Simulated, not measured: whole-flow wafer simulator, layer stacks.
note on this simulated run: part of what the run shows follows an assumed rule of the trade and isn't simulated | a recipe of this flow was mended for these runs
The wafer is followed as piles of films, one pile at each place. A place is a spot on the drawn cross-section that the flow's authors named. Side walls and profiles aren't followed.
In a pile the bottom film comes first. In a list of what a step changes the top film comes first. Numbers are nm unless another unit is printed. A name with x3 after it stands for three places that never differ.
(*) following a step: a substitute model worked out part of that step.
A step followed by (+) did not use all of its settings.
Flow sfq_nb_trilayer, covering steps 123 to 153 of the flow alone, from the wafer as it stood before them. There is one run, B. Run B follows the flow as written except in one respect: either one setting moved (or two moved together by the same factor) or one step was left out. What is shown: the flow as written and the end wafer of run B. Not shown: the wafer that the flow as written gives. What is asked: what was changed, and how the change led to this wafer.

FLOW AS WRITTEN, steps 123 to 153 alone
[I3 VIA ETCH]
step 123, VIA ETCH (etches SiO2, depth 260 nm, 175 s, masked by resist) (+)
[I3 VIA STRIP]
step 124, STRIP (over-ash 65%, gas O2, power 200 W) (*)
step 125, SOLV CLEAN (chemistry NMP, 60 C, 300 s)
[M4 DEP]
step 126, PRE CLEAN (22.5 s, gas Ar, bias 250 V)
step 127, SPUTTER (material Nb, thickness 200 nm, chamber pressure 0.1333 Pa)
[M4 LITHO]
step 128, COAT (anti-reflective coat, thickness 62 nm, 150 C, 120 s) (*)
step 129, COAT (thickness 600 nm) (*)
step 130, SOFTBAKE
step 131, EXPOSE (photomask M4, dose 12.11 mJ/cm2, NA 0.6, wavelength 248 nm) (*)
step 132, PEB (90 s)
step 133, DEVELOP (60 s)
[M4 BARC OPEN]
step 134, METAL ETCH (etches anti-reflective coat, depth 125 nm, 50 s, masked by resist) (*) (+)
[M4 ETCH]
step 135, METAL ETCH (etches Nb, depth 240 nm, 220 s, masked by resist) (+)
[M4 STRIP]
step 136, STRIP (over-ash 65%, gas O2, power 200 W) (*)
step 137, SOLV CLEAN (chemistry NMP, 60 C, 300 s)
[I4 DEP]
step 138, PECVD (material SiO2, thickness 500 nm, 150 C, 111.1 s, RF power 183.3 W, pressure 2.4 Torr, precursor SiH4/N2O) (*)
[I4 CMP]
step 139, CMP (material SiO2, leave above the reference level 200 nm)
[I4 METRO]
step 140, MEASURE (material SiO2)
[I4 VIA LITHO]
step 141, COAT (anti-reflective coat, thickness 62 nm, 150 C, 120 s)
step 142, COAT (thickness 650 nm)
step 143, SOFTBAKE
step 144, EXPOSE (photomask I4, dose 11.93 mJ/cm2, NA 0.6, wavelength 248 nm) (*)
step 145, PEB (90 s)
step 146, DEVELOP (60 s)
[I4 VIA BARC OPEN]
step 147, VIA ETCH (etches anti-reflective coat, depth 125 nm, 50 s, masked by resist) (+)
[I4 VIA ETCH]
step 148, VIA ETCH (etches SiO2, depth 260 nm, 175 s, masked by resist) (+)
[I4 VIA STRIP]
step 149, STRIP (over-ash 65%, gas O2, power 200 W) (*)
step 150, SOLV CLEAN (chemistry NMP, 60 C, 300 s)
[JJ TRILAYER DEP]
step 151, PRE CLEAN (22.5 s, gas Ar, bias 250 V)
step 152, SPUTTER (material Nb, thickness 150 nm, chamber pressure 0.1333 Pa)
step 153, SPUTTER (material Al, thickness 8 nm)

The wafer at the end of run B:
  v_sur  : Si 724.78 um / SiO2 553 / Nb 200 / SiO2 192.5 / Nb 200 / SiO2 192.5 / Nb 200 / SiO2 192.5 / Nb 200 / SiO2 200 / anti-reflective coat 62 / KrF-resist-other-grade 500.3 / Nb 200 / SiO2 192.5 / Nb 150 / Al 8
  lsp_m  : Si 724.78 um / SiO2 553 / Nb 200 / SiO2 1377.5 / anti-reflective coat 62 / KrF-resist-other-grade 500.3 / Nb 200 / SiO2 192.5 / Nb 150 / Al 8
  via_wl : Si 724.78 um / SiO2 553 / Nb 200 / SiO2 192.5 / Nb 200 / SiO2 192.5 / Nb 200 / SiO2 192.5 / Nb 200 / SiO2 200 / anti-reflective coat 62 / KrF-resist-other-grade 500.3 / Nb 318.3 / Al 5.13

Cause: step 124, STRIP: over-ash 65%, gas O2, power 200 W (*), was omitted.

How this came from the change, step by step:
  step 126, PRE CLEAN (22.5 s, gas Ar, bias 250 V)
      field_l, v_sur, via_wl and 102 more: -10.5 KrF-resist-other-grade (in the flow as written it would be: -7.5 SiO2)
  step 127, SPUTTER (material Nb, thickness 200 nm, chamber pressure 0.1333 Pa)
      via_v: +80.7 Nb (in the flow as written it would be: +164.5 Nb)
  step 128, COAT (anti-reflective coat, thickness 62 nm, 150 C, 120 s) (*)
      v_sur: +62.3 anti-reflective coat (new film) (in the flow as written it would be: +64.7 anti-reflective coat (new film))
      via_wl: +63.7 anti-reflective coat (new film) (in the flow as written it would be: +67.6 anti-reflective coat (new film))
      (as well as at 8 more places)
  step 129, COAT (thickness 600 nm) (*)
      via_sp: +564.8 KrF-resist-other-grade (new film) (in the flow as written it would be: +600.1 KrF-resist-other-grade (new film))
      via_v: +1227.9 KrF-resist-other-grade (new film) (in the flow as written it would be: +739.4 KrF-resist-other-grade (new film))
      (as well as at 1 more place)
  step 132, PEB (90 s)
      via_v: -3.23 KrF-resist-other-grade (in the flow as written it would be: -1.6 KrF-resist-other-grade)
  step 134, METAL ETCH (etches anti-reflective coat, depth 125 nm, 50 s, masked by resist) (*) (+)
      be: -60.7 anti-reflective coat (all of it) (in the flow as written it would be: -68.4 anti-reflective coat (all of it))
      be_sur: -64.9 anti-reflective coat (all of it) (in the flow as written it would be: -70.3 anti-reflective coat (all of it))
      (as well as at 1 more place)
  step 135, METAL ETCH (etches Nb, depth 240 nm, 220 s, masked by resist) (+)
      field_l, be, be_sur and 64 more: -200 Nb (all of it), -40 KrF-resist-other-grade (in the flow as written it would be: -200 Nb (all of it), -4 SiO2)
  step 136, STRIP (over-ash 65%, gas O2, power 200 W) (*)
      field_l, be, be_sur and 64 more: -460.3 KrF-resist-other-grade (all of it), -62 anti-reflective coat (all of it) (in the flow as written it would be: nothing)
      v_sur: -355.8 KrF-resist-other-grade (all of it), -62.3 anti-reflective coat (all of it) (in the flow as written it would be: -360.6 KrF-resist-other-grade (all of it), -64.7 anti-reflective coat (all of it))
      (as well as at 6 more places)
  step 138, PECVD (material SiO2, thickness 500 nm, 150 C, 111.1 s, RF power 183.3 W, pressure 2.4 Torr, precursor SiH4/N2O) (*)
      via_v: +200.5 SiO2 (new film), +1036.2 void (new film), +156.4 SiO2 (new film) (in the flow as written it would be: +621.2 SiO2 (new film))
      p3_s0, p3_s1, p3_s2, p3_s3, p3_s4, p3_s5: +500 SiO2 (in the flow as written it would be: +561.1 SiO2)
      (as well as at 3 more places)
  step 139, CMP (material SiO2, leave above the reference level 200 nm)
      field_l, be, be_sur and 55 more: nothing (in the flow as written it would be: -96 SiO2)
      p3_s0, p3_s1, p3_s2, p3_s3, p3_s4, p3_s5: nothing (in the flow as written it would be: -157.1 SiO2)
      (as well as at 4 more places)
  step 141, COAT (anti-reflective coat, thickness 62 nm, 150 C, 120 s)
      m0r_line_l x3, m0r_line_r x3: +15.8 anti-reflective coat (new film) (in the flow as written it would be: +62 anti-reflective coat (new film))
      m0r_space_l, m0r_space_r, m6r_space_l x2, m6r_space_r x2: +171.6 anti-reflective coat (new film) (in the flow as written it would be: +62 anti-reflective coat (new film))
      (as well as at 86 more places)
  step 142, COAT (thickness 650 nm)
      p3_fr, m0r_line_l x3, m0r_line_r x3: +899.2 KrF-resist-other-grade (new film) (in the flow as written it would be: +650 KrF-resist-other-grade (new film))
      m0r_space_l, m0r_space_r, m6r_space_l x2, m6r_space_r x2: +768.4 KrF-resist-other-grade (new film) (in the flow as written it would be: +650 KrF-resist-other-grade (new film))
      (as well as at 85 more places)
  step 145, PEB (90 s)
      p3_fr, m0r_line_l x3, m0r_line_r x3: -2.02 KrF-resist-other-grade (in the flow as written it would be: -1.38 KrF-resist-other-grade)
      p3_s1, p3_s2, p3_s3: -2.18 KrF-resist-other-grade (in the flow as written it would be: -1.38 KrF-resist-other-grade)
      (as well as at 8 more places)
  step 146, DEVELOP (60 s)
      via_wl: -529 KrF-resist-other-grade (all of it) (in the flow as written it would be: -648.6 KrF-resist-other-grade (all of it))
      via_w: -537 KrF-resist-other-grade (all of it) (in the flow as written it would be: -648.6 KrF-resist-other-grade (all of it))
      (as well as at 1 more place)
  step 147, VIA ETCH (etches anti-reflective coat, depth 125 nm, 50 s, masked by resist) (+)
      via_wl: -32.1 anti-reflective coat (all of it), -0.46 SiO2 (in the flow as written it would be: -62 anti-reflective coat (all of it), -0.31 SiO2)
      via_w: -31.9 anti-reflective coat (all of it), -0.47 SiO2 (in the flow as written it would be: -62 anti-reflective coat (all of it), -0.31 SiO2)
      (as well as at 1 more place)
  step 149, STRIP (over-ash 65%, gas O2, power 200 W) (*)
      m0r_line_l x3, m0r_line_r x3: -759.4 KrF-resist-other-grade (all of it), -15.8 anti-reflective coat (all of it) (in the flow as written it would be: -510.8 KrF-resist-other-grade (all of it), -62 anti-reflective coat (all of it))
      m0r_space_l, m0r_space_r, m6r_space_l x2, m6r_space_r x2: -628.9 KrF-resist-other-grade (all of it), -171.6 anti-reflective coat (all of it) (in the flow as written it would be: -510.8 KrF-resist-other-grade (all of it), -62 anti-reflective coat (all of it))
      (as well as at 83 more places)
  ... 1 further step ...
  step 153, SPUTTER (material Al, thickness 8 nm)
      p3_s0, p3_s1, p3_s2, p3_s3, p3_s4, p3_s5: +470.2 Al (new film) (in the flow as written it would be: +8 Al (new film))
      lsp_r, l0_sur, l0v: +6.8 Al (new film) (in the flow as written it would be: +8 Al (new film))
      (as well as at 5 more places)
